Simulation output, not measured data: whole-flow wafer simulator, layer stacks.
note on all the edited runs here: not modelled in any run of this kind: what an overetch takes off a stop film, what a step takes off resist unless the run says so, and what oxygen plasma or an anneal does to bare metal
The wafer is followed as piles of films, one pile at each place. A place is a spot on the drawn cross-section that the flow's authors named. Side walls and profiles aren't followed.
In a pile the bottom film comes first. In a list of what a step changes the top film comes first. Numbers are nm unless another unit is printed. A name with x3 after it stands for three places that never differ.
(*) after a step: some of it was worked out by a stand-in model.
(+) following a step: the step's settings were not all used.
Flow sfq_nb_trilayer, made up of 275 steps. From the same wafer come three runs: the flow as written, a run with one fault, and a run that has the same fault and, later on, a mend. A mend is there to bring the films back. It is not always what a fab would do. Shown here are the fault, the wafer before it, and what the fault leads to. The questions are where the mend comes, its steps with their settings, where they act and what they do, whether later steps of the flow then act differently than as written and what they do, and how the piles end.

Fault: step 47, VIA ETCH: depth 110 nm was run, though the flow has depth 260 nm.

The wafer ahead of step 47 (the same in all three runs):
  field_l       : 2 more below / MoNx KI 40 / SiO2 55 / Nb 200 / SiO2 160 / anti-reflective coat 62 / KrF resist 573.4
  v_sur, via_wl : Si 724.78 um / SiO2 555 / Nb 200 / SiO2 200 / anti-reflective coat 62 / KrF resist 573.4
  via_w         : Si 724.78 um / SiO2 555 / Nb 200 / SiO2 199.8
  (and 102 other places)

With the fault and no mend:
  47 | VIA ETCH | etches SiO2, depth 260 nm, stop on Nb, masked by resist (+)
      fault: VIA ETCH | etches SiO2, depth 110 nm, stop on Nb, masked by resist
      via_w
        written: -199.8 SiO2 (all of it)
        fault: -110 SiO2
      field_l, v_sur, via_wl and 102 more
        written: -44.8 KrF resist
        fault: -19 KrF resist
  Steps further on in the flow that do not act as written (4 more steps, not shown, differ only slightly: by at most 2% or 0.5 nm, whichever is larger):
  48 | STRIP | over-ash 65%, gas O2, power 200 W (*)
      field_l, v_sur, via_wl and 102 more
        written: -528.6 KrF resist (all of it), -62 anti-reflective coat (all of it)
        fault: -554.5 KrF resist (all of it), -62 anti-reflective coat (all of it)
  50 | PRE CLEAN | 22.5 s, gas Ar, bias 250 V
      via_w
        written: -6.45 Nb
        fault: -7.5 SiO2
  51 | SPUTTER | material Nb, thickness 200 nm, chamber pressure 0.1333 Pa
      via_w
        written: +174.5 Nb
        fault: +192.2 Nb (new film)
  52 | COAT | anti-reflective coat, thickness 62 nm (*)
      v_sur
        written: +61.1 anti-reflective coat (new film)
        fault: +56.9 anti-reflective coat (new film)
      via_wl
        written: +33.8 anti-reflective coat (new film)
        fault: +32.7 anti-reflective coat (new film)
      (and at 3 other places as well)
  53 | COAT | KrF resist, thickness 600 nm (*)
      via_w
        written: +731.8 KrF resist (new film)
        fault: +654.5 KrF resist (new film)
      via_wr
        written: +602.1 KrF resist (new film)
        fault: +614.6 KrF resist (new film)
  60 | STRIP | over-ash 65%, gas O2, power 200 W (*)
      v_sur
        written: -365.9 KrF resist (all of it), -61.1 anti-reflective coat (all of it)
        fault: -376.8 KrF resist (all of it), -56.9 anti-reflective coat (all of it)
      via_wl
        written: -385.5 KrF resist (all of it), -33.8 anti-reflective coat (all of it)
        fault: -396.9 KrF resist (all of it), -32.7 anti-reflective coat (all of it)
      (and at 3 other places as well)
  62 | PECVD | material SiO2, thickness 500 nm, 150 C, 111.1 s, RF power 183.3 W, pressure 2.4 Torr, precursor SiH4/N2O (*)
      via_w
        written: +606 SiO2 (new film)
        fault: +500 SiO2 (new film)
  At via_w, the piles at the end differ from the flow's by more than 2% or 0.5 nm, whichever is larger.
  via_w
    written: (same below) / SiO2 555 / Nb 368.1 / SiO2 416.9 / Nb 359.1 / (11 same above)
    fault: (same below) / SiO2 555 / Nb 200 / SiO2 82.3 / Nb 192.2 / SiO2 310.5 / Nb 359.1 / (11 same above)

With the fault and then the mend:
  The mend stands after step 47.
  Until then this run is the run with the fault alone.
  47a | VIA ETCH | etches SiO2, depth 150 nm, stop on Nb, masked by resist (+) (the flow's step 47 again, with other settings)
      field_l, v_sur, via_wl and 102 more
        -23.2 KrF resist
      via_w
        -89.8 SiO2 (all of it)
  Every later step of the flow that is run acts as written, at every place that is followed, to within 2% or 0.5 nm, whichever is larger.
  At every place that both follow, the piles at the end match the flow's.
